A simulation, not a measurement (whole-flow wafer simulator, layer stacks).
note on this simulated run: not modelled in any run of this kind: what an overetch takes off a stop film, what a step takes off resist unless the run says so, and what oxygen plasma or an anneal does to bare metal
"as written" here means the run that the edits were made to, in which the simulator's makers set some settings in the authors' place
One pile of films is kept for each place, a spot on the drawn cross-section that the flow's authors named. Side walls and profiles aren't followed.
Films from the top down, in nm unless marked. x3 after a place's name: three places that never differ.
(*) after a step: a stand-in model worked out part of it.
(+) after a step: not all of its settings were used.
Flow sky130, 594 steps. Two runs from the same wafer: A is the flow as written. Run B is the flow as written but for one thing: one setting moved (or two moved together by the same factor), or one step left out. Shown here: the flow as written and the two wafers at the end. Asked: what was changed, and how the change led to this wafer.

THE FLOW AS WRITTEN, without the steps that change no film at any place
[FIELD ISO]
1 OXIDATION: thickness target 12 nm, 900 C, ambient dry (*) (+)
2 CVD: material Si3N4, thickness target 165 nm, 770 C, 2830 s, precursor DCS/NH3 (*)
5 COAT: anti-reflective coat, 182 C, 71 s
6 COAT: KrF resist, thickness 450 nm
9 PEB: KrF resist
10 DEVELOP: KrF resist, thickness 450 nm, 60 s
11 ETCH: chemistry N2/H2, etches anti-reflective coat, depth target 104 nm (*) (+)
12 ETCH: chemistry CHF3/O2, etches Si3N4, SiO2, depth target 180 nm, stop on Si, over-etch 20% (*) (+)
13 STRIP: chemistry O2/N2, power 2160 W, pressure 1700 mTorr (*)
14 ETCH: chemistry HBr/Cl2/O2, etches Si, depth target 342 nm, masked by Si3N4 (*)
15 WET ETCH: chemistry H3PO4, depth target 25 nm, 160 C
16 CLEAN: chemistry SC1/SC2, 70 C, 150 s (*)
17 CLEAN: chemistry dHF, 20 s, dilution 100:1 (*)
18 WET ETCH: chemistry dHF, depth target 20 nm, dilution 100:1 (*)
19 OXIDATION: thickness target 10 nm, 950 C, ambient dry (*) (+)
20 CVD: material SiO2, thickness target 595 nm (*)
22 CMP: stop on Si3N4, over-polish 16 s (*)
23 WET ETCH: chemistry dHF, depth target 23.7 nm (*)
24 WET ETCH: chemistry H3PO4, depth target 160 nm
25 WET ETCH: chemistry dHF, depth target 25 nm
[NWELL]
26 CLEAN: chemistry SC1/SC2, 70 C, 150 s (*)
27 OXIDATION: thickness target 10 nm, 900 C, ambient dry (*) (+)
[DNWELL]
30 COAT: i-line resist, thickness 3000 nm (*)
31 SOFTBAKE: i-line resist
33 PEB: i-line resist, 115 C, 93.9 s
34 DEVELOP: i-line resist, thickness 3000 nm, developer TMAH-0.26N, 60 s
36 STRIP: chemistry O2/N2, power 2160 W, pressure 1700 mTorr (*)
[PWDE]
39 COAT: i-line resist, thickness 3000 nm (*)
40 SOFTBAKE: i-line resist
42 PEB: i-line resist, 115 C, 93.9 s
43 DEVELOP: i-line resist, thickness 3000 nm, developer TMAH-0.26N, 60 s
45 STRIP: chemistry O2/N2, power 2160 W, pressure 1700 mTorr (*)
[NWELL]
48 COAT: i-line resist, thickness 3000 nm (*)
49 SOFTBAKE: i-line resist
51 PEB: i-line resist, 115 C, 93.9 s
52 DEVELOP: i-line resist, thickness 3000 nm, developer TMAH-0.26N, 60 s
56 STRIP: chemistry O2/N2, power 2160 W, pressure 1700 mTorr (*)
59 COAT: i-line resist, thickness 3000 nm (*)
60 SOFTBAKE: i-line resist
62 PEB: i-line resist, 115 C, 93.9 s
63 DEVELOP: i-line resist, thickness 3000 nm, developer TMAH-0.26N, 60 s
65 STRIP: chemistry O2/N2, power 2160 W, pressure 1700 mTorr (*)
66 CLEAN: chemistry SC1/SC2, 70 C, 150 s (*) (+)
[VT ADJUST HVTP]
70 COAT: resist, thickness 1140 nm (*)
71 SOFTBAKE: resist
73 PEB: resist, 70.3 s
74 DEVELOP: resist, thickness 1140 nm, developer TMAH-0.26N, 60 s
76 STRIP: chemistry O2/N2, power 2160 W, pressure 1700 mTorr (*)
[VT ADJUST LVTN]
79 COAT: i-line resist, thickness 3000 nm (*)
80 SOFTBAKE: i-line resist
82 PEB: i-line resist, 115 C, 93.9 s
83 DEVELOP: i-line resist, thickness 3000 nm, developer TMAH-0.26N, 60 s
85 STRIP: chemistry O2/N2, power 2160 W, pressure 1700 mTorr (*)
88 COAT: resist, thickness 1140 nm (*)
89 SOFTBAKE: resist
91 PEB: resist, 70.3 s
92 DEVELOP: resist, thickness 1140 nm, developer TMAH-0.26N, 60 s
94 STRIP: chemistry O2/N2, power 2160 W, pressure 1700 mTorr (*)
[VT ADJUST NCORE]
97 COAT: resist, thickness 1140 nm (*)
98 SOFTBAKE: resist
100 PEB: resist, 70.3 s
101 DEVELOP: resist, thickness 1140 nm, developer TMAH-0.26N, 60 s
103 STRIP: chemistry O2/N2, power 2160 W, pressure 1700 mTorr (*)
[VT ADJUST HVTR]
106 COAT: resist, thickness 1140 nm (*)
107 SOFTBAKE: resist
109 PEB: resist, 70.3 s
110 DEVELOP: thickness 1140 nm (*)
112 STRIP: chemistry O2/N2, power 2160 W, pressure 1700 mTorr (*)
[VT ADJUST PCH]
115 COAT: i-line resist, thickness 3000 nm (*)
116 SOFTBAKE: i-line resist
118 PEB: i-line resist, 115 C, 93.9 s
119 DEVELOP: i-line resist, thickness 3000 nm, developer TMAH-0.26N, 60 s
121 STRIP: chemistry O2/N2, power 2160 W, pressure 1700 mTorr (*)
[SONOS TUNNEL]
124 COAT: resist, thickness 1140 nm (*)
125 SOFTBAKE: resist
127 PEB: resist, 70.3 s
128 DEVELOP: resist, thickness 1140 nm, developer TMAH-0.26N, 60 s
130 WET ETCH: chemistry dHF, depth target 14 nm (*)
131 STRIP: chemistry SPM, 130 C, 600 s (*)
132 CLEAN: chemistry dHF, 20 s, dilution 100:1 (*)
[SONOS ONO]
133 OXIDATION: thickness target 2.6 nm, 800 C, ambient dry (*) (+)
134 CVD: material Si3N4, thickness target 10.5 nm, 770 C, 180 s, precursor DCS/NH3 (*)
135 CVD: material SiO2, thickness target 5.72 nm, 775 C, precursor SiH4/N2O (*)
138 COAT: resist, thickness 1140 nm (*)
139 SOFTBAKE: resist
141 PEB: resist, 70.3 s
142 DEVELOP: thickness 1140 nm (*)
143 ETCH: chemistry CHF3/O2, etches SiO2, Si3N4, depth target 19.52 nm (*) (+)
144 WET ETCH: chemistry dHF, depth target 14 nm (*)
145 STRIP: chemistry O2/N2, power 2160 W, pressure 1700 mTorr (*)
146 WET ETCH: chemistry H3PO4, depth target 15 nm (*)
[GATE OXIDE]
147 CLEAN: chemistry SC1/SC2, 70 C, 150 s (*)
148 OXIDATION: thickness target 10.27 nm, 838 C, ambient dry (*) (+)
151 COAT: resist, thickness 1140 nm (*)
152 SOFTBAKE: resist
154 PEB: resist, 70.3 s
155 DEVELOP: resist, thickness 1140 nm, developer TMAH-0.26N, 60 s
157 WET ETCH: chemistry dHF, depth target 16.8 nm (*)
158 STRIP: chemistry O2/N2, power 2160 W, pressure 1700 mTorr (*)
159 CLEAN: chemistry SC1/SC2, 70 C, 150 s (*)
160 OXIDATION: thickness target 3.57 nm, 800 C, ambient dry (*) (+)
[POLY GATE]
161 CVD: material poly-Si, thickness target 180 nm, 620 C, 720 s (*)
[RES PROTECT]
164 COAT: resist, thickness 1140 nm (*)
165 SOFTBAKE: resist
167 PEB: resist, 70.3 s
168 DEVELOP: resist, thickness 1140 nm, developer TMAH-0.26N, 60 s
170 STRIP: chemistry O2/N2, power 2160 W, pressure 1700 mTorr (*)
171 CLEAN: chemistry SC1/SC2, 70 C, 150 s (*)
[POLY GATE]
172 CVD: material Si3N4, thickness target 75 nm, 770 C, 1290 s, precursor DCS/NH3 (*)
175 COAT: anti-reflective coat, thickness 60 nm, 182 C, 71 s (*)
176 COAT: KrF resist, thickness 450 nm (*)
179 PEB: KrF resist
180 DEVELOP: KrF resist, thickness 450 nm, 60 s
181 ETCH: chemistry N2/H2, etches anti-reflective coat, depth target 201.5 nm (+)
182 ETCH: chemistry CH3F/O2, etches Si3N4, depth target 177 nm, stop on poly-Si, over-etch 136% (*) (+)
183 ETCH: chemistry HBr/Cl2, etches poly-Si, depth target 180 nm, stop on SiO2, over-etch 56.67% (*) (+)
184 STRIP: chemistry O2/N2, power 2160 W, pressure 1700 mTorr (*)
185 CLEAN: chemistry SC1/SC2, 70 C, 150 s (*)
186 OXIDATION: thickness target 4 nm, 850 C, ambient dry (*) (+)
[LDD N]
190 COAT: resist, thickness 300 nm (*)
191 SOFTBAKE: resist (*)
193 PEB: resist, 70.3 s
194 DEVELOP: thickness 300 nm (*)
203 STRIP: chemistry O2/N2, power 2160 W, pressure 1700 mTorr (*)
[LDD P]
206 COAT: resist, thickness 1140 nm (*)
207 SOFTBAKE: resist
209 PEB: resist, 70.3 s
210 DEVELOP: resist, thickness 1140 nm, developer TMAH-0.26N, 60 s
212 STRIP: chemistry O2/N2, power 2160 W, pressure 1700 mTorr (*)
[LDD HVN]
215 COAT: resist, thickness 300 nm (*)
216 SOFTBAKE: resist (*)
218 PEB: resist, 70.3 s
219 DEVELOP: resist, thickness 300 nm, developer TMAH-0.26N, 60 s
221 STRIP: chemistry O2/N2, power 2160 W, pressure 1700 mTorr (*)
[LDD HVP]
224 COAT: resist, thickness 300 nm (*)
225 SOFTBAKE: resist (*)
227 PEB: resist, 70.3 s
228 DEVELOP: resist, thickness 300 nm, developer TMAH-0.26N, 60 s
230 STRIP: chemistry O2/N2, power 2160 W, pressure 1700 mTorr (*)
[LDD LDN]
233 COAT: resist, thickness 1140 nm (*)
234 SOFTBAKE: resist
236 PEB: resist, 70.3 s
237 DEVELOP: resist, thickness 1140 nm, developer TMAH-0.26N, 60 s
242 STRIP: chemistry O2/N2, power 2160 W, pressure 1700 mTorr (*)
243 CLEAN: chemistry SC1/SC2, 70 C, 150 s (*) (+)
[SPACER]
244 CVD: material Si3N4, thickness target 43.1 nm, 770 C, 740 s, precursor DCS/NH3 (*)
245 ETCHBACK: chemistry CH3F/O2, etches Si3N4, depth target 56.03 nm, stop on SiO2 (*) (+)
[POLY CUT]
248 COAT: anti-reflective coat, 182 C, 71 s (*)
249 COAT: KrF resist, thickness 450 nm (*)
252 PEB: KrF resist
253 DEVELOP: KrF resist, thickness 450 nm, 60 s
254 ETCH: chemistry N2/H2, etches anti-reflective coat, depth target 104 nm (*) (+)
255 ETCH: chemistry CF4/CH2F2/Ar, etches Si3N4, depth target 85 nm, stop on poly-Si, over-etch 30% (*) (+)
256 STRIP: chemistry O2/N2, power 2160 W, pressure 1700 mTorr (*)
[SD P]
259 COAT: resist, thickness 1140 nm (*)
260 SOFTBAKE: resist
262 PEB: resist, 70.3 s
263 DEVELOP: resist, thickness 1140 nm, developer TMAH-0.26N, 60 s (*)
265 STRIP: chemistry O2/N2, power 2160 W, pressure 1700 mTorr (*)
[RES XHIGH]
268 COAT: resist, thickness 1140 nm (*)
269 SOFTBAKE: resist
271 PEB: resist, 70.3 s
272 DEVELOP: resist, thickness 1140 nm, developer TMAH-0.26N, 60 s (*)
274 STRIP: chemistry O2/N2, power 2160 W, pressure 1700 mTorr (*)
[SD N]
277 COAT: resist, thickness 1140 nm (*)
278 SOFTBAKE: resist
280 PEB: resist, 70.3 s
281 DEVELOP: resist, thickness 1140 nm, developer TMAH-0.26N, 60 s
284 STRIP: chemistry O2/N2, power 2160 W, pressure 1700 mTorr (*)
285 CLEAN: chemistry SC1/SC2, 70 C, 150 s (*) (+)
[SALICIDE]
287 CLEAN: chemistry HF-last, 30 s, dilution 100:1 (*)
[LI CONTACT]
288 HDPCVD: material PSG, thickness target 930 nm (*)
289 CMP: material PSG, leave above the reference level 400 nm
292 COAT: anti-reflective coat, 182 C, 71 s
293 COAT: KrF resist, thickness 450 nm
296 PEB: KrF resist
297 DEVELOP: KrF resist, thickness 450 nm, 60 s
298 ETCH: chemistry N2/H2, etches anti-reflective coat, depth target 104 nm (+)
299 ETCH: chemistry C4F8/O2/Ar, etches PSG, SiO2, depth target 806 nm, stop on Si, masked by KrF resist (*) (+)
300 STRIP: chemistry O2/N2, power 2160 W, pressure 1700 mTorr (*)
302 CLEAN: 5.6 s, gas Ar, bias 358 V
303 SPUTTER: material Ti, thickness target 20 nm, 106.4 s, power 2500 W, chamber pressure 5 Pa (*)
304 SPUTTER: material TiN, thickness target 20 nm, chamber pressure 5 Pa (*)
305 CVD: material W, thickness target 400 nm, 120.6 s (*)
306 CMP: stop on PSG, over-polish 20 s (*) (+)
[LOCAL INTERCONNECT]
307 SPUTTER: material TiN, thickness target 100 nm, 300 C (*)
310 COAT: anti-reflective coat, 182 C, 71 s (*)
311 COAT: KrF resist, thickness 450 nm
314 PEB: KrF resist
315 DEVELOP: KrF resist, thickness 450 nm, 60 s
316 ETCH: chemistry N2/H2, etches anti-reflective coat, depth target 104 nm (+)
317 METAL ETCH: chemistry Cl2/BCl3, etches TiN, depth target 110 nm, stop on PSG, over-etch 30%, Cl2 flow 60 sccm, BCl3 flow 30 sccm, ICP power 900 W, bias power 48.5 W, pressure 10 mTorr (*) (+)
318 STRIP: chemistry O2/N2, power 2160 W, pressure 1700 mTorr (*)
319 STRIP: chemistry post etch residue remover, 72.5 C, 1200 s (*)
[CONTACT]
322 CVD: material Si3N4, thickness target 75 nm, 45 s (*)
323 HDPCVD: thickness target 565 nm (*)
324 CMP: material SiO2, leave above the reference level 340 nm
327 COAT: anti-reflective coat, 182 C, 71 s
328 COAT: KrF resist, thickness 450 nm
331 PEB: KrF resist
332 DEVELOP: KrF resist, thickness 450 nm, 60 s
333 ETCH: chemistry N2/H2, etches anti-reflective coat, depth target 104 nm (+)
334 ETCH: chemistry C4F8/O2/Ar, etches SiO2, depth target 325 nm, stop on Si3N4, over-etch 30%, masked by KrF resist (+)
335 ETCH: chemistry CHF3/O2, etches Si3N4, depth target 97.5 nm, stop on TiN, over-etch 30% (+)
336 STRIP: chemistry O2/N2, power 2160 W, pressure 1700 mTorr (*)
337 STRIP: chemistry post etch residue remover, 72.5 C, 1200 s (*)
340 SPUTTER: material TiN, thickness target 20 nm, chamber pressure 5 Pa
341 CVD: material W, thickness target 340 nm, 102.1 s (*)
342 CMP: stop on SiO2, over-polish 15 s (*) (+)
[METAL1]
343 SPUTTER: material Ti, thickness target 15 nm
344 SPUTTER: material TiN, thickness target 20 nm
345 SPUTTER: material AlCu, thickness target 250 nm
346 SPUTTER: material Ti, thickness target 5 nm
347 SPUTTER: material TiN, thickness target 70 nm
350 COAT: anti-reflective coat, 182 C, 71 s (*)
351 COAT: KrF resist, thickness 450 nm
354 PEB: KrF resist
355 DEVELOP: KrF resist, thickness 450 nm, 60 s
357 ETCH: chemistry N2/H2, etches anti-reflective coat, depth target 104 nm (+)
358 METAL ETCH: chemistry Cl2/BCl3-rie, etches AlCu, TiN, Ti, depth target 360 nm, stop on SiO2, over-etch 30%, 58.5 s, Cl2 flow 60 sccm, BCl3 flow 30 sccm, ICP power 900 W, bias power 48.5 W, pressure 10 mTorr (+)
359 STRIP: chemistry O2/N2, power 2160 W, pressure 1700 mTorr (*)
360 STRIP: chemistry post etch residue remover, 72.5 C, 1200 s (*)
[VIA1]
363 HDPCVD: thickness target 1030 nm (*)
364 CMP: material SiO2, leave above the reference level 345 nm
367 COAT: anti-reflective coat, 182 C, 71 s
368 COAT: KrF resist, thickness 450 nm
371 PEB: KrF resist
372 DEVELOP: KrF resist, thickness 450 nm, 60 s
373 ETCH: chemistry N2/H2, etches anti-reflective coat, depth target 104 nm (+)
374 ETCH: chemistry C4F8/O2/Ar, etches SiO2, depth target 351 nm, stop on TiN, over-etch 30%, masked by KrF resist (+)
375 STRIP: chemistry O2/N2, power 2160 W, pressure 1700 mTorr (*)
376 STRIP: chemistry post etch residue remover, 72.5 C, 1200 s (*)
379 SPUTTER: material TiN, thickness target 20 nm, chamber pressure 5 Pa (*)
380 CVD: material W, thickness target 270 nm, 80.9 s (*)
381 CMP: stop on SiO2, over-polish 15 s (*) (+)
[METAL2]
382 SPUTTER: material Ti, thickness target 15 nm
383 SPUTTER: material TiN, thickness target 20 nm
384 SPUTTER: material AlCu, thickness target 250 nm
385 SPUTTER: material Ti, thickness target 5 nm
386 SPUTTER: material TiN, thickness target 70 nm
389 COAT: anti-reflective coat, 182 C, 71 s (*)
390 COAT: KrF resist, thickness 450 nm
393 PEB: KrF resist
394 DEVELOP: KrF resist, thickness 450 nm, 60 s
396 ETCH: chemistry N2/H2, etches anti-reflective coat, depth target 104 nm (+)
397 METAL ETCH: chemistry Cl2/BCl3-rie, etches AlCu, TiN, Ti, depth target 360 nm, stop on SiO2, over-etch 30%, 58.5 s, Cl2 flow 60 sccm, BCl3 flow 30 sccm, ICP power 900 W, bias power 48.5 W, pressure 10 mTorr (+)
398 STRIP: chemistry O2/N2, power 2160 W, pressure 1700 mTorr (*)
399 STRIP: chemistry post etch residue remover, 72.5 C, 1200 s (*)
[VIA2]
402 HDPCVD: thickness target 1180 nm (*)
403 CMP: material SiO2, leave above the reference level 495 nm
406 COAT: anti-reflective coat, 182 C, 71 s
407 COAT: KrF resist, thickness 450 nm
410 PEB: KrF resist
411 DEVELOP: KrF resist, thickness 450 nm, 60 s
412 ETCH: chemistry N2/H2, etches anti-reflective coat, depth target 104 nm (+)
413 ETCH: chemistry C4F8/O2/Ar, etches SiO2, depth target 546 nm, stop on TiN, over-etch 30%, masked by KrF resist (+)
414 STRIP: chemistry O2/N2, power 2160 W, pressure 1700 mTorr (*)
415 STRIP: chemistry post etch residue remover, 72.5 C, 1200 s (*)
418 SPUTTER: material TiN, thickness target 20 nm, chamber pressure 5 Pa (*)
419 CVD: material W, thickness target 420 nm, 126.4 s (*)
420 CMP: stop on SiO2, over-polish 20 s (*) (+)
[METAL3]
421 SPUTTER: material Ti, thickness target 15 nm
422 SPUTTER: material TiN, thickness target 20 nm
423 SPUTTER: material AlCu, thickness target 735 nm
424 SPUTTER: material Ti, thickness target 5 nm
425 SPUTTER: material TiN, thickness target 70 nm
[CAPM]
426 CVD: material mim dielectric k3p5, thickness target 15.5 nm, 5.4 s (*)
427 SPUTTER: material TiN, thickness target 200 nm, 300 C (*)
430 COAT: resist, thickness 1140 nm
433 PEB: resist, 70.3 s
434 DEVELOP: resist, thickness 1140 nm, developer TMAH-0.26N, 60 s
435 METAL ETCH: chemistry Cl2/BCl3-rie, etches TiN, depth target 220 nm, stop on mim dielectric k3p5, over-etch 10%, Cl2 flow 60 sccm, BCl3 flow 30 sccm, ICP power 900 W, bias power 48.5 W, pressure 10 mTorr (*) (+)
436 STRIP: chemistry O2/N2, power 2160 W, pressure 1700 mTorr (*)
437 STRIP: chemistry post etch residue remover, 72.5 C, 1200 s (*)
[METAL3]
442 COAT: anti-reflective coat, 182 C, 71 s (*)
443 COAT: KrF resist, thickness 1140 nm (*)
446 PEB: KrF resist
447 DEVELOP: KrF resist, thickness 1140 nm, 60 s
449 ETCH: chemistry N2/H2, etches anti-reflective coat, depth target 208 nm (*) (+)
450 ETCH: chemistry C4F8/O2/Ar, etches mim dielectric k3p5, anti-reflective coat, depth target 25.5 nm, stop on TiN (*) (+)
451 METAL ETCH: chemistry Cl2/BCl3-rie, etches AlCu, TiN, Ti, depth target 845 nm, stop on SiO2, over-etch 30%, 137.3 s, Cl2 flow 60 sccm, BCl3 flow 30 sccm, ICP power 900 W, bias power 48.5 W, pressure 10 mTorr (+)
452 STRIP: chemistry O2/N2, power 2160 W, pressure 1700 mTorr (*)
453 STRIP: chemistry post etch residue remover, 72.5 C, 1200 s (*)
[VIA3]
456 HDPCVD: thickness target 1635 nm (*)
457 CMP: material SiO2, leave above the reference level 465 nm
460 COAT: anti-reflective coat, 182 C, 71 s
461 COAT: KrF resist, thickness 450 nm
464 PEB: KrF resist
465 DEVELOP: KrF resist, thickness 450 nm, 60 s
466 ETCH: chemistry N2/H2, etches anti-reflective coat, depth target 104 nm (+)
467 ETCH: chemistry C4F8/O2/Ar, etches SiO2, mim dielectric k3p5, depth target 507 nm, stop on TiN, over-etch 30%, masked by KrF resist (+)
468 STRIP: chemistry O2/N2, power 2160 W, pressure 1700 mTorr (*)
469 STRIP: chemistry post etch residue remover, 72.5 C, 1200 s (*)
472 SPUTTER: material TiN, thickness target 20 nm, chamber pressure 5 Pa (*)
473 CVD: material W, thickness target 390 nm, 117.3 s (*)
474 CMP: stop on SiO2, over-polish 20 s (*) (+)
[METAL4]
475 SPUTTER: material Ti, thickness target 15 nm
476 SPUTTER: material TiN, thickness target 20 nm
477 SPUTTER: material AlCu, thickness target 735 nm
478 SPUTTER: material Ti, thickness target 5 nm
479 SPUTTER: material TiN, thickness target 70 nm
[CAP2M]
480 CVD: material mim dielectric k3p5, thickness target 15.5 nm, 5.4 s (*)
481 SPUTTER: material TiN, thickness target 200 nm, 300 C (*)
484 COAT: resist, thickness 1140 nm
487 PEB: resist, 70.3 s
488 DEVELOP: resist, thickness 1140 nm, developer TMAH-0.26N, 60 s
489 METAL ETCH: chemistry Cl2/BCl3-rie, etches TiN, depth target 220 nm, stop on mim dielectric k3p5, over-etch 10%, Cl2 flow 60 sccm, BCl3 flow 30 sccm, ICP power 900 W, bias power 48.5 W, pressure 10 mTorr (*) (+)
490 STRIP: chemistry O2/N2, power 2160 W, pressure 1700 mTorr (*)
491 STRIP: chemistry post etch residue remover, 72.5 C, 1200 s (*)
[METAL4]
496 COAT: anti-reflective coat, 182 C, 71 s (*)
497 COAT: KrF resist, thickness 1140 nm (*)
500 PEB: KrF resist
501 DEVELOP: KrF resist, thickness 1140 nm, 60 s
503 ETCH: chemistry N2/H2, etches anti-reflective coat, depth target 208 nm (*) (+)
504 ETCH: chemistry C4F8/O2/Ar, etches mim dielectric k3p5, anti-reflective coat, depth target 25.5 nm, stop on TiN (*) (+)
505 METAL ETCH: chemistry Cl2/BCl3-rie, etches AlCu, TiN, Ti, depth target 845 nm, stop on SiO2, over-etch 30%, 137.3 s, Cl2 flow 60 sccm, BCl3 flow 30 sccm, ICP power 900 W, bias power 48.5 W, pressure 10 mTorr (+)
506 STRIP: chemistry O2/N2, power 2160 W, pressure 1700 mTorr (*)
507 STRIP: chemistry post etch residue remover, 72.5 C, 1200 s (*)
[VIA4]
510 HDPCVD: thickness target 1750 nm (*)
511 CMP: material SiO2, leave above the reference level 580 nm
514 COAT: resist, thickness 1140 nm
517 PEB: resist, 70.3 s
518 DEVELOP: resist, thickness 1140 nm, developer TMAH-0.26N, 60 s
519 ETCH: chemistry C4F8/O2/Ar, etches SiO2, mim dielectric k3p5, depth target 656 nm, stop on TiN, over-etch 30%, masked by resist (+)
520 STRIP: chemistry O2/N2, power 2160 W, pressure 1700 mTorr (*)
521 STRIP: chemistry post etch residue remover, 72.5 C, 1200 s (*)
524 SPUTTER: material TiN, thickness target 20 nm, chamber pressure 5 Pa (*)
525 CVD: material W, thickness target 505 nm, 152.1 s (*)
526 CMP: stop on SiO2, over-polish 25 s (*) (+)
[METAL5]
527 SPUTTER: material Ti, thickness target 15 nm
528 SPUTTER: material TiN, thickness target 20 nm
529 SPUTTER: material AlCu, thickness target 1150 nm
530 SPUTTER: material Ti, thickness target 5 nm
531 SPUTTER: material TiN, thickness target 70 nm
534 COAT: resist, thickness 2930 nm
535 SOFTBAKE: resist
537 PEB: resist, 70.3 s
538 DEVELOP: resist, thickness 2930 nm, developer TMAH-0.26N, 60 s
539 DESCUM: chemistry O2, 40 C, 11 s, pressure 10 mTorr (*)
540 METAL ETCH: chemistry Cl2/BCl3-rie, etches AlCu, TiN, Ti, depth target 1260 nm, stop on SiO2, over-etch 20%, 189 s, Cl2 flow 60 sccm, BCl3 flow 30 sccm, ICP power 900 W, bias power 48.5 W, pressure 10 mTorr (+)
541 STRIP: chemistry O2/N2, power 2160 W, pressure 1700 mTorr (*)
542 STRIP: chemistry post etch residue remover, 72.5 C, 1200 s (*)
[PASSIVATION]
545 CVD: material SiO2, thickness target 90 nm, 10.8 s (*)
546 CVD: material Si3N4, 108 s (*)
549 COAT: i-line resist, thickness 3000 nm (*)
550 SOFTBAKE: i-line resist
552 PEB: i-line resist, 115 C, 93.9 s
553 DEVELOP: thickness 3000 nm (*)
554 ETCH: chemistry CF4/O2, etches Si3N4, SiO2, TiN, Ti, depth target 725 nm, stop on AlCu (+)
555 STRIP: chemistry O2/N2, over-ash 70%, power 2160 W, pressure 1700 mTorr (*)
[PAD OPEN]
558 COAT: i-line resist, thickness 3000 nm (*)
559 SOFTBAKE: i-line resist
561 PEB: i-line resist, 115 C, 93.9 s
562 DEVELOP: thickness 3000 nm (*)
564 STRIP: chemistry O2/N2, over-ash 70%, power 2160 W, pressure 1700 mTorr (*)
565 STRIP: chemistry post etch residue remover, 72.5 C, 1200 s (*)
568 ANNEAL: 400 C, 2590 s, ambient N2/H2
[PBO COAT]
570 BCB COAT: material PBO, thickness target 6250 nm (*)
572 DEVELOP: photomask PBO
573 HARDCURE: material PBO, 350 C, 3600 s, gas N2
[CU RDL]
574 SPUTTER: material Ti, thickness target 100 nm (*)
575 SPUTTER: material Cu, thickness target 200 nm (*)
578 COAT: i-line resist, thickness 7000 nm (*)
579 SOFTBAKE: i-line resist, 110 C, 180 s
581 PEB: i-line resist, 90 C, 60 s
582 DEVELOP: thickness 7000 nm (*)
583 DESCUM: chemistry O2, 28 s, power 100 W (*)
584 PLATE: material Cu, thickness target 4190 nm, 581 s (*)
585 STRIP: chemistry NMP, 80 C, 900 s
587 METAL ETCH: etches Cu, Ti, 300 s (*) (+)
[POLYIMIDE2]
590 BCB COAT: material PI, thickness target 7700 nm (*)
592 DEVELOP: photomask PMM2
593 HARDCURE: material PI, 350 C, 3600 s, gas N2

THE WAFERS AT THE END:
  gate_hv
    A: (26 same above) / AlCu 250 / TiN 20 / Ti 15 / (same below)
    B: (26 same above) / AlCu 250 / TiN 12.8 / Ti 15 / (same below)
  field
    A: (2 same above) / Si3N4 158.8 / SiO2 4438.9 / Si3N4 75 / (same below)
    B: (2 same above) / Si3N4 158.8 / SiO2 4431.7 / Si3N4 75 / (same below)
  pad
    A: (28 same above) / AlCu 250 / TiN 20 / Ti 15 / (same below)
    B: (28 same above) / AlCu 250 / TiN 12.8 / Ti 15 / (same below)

The cause: step 344, SPUTTER: thickness target 12.8 nm was run, where the flow has thickness target 20 nm.
It can be read off the wafer: gate_hv has TiN 12.8, and step 344 as written asks for 20 nm.

How the change led to this, step by step:
  344 SPUTTER: material TiN, thickness target 20 nm
      field, active, n_well and 188 more: A TiN +20 (new film) | B TiN +12.8 (new film)
  358 METAL ETCH: chemistry Cl2/BCl3-rie, etches AlCu, TiN, Ti, depth target 360 nm, stop on SiO2, over-etch 30%, 58.5 s, Cl2 flow 60 sccm, BCl3 flow 30 sccm, ICP power 900 W, bias power 48.5 W, pressure 10 mTorr (+)
      field, active, gate and 81 more: A TiN -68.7 (all of it), Ti -5 (all of it), AlCu -250 (all of it), TiN -20 (all of it), Ti -15 (all of it), SiO2 -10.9 | B TiN -68.7 (all of it), Ti -5 (all of it), AlCu -250 (all of it), TiN -12.8 (all of it), Ti -15 (all of it), SiO2 -11.7
